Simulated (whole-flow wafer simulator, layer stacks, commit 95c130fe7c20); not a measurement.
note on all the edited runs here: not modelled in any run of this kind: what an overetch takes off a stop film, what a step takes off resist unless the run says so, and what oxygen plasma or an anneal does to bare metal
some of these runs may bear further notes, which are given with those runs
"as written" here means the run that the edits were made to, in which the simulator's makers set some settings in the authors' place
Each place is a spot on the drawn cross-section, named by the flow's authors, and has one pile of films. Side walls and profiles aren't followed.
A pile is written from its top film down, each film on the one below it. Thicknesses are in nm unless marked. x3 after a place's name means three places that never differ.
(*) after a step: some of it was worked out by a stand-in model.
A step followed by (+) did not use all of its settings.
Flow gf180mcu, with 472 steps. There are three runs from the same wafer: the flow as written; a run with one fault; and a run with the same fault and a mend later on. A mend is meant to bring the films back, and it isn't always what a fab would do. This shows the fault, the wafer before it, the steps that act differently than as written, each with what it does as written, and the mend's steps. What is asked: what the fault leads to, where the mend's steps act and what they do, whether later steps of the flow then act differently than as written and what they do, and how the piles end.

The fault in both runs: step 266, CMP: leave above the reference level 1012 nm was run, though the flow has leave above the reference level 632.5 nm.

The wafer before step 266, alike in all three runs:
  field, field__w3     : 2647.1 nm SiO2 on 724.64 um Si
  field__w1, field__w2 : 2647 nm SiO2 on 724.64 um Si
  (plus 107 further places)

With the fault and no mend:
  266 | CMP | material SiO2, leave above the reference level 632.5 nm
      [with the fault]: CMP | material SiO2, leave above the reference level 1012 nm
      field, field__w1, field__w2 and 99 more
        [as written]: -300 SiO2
        [with the fault]: nothing
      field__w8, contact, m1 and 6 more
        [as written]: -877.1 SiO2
        [with the fault]: -497.6 SiO2
  Steps later in the flow that act otherwise than as written (3 more steps, not shown, differ only slightly: by at most 2% or 0.5 nm, whichever is larger):
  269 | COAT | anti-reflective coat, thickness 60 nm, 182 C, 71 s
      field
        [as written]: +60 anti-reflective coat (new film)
        [with the fault]: +91.8 anti-reflective coat (new film)
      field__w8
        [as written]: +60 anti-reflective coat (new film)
        [with the fault]: +20.9 anti-reflective coat (new film)
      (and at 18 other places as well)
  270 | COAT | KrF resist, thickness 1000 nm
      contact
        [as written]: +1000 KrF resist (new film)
        [with the fault]: +968.5 KrF resist (new film)
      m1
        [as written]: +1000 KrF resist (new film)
        [with the fault]: +963.2 KrF resist (new film)
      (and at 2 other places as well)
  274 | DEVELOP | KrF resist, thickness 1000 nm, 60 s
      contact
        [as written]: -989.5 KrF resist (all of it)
        [with the fault]: -958.3 KrF resist (all of it)
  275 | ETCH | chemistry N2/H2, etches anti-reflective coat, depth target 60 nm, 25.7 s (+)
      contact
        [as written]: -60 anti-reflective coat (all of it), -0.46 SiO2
        [with the fault]: -26.7 anti-reflective coat (all of it), -1.31 SiO2
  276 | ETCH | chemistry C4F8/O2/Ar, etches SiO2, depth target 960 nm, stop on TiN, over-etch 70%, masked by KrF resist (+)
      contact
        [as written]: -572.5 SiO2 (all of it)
        [with the fault]: -951.1 SiO2 (all of it)
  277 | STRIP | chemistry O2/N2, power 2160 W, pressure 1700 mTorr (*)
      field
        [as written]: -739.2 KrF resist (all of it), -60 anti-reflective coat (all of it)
        [with the fault]: -725.4 KrF resist (all of it), -91.8 anti-reflective coat (all of it)
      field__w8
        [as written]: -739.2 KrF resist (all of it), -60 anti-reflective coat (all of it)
        [with the fault]: -729.2 KrF resist (all of it), -20.9 anti-reflective coat (all of it)
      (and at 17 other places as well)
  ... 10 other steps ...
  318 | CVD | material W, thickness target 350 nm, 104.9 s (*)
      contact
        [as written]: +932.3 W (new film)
        [with the fault]: +1009.4 W (new film)
  The piles end different from the flow's at field, field__w1, field__w2 and 109 more by more than 2% or 0.5 nm, whichever is larger.
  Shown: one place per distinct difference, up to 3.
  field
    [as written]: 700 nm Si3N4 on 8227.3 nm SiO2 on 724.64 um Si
    [with the fault]: 700 nm Si3N4 on 8603.9 nm SiO2 on 724.64 um Si
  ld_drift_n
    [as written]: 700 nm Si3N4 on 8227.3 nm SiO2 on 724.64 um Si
    [with the fault]: 700 nm Si3N4 on 8603.8 nm SiO2 on 724.64 um Si
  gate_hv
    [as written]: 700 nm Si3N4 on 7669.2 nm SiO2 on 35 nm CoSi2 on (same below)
    [with the fault]: 700 nm Si3N4 on 8045.7 nm SiO2 on 35 nm CoSi2 on (same below)

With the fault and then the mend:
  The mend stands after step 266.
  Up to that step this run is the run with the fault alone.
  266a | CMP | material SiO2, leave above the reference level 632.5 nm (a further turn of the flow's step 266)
      field, field__w1, field__w2 and 99 more
        -300 SiO2
      field__w8, contact, m1 and 6 more
        -379.5 SiO2
  None of the later steps of the flow acts differently than as written at any place that is followed.
  At every place that both follow, the piles at the end match the flow's.
